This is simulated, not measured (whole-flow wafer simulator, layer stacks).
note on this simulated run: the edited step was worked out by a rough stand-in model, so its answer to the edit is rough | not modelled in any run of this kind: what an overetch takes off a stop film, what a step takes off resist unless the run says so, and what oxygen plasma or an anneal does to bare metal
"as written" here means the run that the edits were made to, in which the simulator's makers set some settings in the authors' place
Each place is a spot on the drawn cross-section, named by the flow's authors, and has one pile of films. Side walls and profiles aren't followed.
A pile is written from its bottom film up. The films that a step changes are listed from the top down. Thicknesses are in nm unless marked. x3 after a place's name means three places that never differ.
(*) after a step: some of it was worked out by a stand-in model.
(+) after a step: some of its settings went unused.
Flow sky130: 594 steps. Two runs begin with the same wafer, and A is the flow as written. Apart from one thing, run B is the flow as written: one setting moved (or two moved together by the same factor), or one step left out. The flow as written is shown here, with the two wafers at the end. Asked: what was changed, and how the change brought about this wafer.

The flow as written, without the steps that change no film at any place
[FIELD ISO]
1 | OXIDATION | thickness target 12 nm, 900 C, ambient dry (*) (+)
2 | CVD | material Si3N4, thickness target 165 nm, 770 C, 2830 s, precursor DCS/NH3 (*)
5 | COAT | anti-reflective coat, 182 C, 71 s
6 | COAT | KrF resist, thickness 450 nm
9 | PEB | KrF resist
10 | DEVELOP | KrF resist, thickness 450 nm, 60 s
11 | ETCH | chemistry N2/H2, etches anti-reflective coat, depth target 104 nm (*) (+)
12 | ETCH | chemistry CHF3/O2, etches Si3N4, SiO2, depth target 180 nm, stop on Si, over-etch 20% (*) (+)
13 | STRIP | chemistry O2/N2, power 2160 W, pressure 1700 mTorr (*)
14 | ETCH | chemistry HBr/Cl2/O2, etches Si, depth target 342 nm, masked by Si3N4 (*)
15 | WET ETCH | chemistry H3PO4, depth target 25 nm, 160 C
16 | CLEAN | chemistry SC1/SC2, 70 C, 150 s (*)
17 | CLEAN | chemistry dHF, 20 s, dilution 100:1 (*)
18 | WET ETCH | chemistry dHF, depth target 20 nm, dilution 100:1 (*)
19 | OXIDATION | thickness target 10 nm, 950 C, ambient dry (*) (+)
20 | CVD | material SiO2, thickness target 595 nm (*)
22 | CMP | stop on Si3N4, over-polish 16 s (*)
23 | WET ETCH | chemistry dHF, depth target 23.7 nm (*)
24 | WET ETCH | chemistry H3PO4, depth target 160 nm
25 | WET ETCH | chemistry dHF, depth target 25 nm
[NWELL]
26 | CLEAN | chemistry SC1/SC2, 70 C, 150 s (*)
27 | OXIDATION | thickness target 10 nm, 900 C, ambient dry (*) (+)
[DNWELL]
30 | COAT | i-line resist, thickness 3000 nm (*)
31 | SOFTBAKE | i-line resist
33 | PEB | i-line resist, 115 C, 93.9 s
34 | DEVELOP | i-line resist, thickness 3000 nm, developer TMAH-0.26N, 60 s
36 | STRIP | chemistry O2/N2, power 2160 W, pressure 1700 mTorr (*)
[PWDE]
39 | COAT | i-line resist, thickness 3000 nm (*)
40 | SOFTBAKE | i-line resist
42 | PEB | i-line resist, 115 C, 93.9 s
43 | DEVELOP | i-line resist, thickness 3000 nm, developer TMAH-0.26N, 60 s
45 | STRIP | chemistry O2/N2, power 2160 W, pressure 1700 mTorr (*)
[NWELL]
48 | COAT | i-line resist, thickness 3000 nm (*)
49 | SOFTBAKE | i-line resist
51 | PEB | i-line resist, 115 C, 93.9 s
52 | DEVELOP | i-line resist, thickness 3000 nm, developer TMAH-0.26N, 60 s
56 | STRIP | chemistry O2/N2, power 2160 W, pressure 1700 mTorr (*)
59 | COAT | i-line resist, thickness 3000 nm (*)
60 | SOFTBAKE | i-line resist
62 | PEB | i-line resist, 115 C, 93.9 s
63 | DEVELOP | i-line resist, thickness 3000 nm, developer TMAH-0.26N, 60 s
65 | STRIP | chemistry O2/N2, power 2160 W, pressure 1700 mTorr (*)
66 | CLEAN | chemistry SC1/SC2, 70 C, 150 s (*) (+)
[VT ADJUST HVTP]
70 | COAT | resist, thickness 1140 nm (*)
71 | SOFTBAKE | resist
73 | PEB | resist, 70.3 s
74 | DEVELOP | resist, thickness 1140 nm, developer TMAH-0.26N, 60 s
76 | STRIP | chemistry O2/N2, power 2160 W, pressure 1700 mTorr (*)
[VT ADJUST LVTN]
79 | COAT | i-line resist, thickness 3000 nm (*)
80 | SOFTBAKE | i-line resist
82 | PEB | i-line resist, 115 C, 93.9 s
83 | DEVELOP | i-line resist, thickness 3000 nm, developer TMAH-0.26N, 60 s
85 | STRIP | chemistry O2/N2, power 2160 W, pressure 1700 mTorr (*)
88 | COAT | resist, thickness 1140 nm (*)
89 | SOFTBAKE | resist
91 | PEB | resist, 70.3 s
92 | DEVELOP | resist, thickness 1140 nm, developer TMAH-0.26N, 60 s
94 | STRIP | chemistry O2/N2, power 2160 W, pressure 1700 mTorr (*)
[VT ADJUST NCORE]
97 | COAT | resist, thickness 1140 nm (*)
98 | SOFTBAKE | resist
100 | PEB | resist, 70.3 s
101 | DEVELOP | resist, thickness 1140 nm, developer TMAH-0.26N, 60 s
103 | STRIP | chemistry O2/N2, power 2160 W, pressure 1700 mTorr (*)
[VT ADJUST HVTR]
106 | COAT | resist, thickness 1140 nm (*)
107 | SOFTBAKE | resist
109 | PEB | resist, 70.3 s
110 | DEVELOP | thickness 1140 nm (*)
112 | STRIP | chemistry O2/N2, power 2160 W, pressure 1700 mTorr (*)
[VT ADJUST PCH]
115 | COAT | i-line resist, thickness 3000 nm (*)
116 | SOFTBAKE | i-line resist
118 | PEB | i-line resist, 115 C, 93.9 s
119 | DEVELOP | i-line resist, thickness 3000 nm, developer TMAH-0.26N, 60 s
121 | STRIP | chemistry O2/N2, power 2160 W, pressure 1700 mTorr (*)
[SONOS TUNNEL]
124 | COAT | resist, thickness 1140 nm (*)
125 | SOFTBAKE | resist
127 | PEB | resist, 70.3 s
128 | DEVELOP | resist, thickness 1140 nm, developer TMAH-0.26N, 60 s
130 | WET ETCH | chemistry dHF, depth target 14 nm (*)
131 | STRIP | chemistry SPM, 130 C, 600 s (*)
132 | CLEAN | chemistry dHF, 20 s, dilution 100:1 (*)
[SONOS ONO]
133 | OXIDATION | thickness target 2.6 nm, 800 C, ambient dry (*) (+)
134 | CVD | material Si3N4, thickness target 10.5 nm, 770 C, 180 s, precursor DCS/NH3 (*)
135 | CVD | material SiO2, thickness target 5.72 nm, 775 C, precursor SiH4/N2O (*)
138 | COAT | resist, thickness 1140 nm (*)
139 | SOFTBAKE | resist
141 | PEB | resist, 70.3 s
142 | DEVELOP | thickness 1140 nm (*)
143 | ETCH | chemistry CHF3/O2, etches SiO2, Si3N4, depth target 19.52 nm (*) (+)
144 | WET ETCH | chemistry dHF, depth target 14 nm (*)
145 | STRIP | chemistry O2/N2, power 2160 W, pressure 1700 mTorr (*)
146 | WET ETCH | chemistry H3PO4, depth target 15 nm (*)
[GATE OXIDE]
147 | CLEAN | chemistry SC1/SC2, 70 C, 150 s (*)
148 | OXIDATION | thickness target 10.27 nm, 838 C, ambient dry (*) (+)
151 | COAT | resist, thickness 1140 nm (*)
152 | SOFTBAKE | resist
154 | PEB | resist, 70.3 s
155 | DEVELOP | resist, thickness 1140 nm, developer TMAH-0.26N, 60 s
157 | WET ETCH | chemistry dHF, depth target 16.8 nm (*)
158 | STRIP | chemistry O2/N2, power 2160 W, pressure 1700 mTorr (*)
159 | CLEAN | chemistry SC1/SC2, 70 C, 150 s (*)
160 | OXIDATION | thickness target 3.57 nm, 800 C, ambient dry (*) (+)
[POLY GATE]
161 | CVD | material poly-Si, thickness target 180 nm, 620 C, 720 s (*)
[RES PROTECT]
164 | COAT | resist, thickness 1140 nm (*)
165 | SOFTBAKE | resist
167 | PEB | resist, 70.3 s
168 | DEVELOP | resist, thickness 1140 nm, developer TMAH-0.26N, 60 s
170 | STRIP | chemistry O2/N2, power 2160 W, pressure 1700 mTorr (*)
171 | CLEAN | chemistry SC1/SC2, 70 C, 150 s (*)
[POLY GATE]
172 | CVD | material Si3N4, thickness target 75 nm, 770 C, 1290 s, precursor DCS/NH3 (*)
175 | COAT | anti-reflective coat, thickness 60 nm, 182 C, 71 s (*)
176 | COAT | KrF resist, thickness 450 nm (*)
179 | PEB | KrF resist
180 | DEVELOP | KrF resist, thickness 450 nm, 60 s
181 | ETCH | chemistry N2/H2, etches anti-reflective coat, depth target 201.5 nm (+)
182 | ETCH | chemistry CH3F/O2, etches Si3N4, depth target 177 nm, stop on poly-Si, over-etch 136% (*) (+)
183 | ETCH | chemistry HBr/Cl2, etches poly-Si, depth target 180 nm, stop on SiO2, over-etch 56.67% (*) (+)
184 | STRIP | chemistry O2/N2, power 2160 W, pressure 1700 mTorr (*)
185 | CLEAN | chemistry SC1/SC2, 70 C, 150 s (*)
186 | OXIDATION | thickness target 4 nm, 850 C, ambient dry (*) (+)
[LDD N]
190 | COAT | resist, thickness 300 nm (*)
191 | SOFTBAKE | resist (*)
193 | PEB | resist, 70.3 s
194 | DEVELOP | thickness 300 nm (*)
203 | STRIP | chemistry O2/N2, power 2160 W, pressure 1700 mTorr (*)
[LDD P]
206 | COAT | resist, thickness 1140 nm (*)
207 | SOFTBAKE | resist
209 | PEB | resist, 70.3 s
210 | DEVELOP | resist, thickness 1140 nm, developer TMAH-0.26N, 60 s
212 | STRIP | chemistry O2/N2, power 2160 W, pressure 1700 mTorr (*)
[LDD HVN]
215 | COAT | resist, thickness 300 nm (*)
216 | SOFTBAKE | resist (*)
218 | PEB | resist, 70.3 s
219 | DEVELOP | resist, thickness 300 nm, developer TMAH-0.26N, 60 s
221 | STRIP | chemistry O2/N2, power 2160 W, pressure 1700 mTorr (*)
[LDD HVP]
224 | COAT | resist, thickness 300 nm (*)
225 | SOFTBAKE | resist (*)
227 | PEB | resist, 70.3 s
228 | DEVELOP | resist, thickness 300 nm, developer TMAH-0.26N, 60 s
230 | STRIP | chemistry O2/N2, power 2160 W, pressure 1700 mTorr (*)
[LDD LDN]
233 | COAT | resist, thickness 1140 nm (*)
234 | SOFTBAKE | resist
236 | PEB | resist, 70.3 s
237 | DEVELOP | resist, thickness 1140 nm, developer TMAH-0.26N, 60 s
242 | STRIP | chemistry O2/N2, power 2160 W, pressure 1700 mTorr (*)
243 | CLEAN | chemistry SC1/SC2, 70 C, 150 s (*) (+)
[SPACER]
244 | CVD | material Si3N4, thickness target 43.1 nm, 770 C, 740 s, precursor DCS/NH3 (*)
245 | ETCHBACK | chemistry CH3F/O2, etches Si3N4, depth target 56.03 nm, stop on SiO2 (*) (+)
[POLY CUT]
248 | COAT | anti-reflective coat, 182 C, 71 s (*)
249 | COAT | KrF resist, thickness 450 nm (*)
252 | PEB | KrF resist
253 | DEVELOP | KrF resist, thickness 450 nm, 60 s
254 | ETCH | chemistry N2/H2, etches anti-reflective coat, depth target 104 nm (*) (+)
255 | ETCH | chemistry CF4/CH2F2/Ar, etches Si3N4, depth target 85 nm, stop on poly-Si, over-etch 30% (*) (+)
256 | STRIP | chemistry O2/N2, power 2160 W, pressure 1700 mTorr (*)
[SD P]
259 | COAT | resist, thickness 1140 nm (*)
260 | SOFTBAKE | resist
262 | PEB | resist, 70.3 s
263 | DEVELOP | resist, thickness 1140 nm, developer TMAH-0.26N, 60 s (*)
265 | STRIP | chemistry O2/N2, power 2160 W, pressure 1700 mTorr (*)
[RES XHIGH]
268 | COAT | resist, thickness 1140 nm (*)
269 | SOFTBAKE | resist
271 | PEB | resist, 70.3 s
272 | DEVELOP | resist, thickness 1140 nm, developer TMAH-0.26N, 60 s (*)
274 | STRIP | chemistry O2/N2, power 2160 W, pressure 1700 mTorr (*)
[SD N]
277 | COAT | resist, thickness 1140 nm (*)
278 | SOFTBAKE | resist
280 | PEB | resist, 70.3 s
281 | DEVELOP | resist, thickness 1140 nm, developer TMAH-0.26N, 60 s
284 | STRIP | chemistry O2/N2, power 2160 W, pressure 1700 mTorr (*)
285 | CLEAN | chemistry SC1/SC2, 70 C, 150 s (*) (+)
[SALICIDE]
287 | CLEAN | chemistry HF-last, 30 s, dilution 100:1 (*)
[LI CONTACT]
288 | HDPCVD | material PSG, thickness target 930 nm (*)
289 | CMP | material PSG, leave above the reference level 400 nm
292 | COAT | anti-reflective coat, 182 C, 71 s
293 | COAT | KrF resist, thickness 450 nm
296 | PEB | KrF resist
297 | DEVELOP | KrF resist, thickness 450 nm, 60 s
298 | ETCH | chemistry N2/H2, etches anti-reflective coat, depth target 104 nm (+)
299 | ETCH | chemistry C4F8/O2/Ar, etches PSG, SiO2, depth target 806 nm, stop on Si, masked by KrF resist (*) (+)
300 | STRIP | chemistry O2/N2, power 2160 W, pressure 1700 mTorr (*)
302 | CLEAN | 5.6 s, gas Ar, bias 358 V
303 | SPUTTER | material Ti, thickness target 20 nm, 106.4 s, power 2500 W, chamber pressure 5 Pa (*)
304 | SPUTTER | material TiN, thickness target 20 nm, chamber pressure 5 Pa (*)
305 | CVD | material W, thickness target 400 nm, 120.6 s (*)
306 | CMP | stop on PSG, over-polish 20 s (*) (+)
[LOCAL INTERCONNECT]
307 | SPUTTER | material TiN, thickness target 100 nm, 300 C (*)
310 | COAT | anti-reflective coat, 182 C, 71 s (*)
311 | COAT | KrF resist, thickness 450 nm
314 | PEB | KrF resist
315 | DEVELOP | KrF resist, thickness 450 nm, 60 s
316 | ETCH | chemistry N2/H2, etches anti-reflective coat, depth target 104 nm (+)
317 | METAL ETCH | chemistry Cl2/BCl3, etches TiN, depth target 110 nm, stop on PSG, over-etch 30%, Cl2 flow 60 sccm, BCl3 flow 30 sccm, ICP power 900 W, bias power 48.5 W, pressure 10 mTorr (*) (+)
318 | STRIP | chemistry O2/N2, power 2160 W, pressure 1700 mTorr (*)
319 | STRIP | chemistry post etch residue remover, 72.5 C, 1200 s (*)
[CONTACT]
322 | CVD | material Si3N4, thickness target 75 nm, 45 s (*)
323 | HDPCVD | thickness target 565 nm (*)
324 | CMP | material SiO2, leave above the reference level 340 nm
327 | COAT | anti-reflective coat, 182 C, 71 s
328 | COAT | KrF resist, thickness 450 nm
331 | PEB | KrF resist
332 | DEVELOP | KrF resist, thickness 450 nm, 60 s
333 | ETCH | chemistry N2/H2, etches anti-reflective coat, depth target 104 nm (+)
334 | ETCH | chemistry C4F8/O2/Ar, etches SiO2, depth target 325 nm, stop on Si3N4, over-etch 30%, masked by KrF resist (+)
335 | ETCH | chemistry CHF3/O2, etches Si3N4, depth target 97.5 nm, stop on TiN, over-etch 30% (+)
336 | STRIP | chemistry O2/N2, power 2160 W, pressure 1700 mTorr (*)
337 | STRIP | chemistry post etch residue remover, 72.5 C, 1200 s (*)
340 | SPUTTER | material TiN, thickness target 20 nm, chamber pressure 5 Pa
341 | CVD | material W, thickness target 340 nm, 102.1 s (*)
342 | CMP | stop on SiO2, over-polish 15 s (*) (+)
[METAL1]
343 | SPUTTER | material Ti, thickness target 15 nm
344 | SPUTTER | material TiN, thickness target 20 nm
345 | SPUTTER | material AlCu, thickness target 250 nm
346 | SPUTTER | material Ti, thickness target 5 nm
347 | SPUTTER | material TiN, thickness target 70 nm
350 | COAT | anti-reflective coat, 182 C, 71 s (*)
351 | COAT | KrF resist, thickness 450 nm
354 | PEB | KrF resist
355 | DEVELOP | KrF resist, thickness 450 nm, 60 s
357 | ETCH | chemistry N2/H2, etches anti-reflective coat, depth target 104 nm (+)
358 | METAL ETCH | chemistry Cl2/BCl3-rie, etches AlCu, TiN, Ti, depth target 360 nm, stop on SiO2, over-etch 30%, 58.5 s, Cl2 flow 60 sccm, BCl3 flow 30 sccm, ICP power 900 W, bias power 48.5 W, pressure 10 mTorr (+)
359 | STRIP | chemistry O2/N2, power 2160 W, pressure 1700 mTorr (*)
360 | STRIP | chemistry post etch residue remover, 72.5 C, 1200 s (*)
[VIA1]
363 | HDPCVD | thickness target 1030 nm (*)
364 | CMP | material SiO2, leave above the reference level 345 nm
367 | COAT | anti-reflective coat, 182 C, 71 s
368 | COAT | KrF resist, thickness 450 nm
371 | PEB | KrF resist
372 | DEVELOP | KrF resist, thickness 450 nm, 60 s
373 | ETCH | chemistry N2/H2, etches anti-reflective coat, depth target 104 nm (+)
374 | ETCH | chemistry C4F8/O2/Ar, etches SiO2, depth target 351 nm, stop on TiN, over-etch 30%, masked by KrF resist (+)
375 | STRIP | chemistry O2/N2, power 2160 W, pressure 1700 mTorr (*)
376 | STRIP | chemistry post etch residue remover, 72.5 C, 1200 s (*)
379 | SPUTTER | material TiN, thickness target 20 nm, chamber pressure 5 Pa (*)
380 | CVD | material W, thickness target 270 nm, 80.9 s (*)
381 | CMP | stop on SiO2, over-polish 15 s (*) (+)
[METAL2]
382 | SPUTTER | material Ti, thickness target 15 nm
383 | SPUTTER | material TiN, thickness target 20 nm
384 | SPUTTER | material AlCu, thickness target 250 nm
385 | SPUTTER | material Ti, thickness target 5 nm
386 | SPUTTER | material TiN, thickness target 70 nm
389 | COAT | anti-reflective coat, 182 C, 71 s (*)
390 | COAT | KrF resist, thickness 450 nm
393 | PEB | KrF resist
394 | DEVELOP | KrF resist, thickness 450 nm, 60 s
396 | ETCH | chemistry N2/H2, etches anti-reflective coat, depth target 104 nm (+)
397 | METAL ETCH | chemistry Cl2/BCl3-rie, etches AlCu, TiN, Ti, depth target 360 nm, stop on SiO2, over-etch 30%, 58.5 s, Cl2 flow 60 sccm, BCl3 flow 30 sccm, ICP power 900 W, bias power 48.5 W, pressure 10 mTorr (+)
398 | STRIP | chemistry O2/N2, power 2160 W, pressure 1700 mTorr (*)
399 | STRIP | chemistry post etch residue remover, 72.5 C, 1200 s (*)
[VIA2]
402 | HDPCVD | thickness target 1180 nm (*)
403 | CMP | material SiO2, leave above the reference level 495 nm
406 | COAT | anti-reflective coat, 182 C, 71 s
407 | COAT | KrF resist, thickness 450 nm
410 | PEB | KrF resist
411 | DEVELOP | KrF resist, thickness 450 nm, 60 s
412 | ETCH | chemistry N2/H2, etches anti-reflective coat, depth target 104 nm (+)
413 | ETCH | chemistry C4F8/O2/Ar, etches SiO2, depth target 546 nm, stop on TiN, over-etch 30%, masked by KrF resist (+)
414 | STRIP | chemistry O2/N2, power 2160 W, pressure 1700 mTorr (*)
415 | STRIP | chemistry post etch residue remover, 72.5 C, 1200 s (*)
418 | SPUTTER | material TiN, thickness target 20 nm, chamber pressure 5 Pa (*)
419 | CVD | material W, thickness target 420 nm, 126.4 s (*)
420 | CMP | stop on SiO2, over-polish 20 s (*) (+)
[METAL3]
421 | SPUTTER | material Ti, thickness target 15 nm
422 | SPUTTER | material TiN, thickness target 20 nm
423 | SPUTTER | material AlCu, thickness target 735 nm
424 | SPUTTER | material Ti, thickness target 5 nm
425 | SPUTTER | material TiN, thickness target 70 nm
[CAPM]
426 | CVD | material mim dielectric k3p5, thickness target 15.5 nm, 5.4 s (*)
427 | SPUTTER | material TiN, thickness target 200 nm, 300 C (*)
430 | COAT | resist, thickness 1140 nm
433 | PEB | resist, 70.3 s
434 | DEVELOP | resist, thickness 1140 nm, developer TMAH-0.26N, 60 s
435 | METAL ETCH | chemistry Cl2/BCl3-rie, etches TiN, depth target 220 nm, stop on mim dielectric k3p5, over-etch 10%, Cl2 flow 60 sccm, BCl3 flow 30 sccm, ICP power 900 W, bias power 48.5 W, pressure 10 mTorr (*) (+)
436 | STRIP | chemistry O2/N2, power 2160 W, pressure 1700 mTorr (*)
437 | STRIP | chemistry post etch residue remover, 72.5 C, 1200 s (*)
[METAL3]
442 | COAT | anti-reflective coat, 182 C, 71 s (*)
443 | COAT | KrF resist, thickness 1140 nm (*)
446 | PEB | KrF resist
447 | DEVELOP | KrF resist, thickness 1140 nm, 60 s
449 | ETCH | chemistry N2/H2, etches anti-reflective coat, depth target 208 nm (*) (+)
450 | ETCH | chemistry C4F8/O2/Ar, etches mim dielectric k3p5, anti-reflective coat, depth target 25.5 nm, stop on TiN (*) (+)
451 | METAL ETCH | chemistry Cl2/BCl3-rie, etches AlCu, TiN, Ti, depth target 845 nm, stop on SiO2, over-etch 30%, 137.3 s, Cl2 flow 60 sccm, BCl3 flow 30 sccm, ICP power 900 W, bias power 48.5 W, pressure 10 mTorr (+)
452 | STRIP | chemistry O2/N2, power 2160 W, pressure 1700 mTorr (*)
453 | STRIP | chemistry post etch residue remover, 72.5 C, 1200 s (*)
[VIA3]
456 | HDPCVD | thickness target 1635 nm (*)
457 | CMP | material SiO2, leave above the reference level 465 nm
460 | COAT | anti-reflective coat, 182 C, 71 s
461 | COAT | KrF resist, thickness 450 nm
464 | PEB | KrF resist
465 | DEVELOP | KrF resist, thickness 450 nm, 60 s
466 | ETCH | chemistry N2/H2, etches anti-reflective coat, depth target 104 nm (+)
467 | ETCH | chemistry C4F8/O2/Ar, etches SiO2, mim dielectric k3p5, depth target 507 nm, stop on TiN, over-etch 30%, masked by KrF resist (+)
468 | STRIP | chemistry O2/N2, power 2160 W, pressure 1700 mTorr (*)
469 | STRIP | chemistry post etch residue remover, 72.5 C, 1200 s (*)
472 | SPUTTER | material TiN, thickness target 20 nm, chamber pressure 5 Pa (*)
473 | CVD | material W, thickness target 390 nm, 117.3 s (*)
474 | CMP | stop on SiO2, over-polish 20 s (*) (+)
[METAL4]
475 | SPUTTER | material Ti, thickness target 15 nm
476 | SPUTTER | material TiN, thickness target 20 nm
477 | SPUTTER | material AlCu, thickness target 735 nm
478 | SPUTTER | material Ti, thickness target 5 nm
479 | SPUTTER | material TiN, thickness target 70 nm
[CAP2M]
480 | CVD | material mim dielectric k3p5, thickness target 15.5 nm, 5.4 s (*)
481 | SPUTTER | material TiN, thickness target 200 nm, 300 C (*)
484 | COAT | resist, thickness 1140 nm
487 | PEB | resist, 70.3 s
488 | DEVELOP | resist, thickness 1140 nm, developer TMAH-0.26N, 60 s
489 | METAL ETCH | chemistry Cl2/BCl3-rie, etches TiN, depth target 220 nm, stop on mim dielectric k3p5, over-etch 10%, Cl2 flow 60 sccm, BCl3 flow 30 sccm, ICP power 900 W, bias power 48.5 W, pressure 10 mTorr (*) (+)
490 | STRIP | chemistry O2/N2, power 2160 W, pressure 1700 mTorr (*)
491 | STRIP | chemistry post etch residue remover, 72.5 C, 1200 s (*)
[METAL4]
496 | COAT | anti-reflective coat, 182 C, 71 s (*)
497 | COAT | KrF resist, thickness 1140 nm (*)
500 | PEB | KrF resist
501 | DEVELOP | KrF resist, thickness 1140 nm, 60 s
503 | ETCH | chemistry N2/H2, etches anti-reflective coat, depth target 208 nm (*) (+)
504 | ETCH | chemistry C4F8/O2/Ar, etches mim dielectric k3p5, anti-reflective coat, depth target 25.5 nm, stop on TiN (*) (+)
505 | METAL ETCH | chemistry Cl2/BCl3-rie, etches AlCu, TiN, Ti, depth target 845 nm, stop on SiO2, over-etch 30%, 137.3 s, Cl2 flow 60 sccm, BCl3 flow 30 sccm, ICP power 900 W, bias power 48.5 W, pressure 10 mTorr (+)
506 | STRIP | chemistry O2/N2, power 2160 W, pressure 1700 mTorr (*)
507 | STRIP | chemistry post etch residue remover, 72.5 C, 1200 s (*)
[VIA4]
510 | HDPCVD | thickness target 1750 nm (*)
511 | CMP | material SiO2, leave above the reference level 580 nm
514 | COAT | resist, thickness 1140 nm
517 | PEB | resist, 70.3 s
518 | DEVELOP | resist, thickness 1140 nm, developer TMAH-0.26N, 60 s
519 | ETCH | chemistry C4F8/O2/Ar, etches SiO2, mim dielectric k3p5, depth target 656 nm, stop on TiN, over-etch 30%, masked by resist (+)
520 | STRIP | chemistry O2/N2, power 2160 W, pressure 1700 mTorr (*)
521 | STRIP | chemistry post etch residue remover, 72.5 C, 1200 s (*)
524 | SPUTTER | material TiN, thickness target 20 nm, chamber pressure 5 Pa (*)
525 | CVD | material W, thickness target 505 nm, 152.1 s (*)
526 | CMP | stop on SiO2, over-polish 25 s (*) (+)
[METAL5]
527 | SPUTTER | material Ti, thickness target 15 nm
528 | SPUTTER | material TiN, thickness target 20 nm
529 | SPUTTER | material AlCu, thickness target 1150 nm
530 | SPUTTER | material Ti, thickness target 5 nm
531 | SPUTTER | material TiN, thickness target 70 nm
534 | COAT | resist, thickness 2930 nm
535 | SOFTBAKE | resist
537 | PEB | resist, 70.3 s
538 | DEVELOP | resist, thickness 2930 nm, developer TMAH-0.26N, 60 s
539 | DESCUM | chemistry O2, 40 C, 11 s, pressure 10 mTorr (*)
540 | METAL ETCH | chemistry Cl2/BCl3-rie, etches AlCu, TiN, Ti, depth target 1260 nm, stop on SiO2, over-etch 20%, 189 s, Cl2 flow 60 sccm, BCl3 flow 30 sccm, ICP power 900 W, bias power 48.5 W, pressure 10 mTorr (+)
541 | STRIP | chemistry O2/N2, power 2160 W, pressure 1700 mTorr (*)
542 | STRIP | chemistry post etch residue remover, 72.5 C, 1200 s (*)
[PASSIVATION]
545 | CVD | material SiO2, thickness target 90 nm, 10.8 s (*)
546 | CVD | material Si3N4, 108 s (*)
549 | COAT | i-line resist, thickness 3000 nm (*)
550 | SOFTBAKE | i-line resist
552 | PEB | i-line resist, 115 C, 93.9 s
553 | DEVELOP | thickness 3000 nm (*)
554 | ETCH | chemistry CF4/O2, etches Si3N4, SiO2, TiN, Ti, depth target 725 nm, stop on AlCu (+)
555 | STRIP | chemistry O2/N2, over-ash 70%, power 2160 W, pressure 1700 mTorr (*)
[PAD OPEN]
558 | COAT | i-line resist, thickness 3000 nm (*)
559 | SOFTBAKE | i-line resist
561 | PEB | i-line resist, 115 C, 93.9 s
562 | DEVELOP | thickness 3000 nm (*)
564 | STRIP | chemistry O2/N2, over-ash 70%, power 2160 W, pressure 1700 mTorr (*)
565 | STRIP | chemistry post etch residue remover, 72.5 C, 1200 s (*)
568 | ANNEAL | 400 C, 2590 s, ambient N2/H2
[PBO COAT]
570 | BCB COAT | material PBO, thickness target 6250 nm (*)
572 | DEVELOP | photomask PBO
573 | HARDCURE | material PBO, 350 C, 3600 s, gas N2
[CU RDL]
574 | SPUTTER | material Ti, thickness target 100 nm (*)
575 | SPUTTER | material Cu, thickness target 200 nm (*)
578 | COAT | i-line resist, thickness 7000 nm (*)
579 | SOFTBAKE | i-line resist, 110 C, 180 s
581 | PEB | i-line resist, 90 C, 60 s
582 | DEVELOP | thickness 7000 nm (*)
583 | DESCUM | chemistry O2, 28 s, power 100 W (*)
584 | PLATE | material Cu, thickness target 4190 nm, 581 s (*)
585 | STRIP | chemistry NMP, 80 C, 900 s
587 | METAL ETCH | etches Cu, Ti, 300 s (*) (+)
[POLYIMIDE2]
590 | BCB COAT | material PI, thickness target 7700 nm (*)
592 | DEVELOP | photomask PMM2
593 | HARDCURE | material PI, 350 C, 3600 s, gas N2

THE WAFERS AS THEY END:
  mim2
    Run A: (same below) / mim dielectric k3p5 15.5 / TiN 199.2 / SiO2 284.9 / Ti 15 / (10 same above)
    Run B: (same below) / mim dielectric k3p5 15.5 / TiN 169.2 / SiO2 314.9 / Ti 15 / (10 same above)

Cause: step 481, SPUTTER: thickness target 170 nm was run, though the flow has thickness target 200 nm.

How this came from the change, step by step:
  481 | SPUTTER | material TiN, thickness target 200 nm, 300 C (*)
      field, active, n_well and 189 more: A +200 TiN (new film) | B +170 TiN (new film)
  489 | METAL ETCH | chemistry Cl2/BCl3-rie, etches TiN, depth target 220 nm, stop on mim dielectric k3p5, over-etch 10%, Cl2 flow 60 sccm, BCl3 flow 30 sccm, ICP power 900 W, bias power 48.5 W, pressure 10 mTorr (*) (+)
      field, active, n_well and 188 more: A -200 TiN (all of it) | B -170 TiN (all of it)
      mim2: A -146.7 resist | B -124.7 resist
  490 | STRIP | chemistry O2/N2, power 2160 W, pressure 1700 mTorr (*)
      mim2: A -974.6 resist (all of it) | B -996.6 resist (all of it)
  496 | COAT | anti-reflective coat, 182 C, 71 s (*)
      iso_guard__w2: A +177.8 anti-reflective coat (new film) | B +158.1 anti-reflective coat (new film)
      mim2: A +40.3 anti-reflective coat (new film) | B +33.8 anti-reflective coat (new film)
  497 | COAT | KrF resist, thickness 1140 nm (*)
      mim2: A +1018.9 KrF resist (new film) | B +1047.4 KrF resist (new film)
  506 | STRIP | chemistry O2/N2, power 2160 W, pressure 1700 mTorr (*)
      iso_guard__w2: A -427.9 KrF resist (all of it), -177.8 anti-reflective coat (all of it) | B -441.1 KrF resist (all of it), -158.1 anti-reflective coat (all of it)
      mim2: A -372.1 KrF resist (all of it), -40.3 anti-reflective coat (all of it) | B -400.6 KrF resist (all of it), -33.8 anti-reflective coat (all of it)
  511 | CMP | material SiO2, leave above the reference level 580 nm
      mim2: A -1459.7 SiO2 | B -1429.7 SiO2
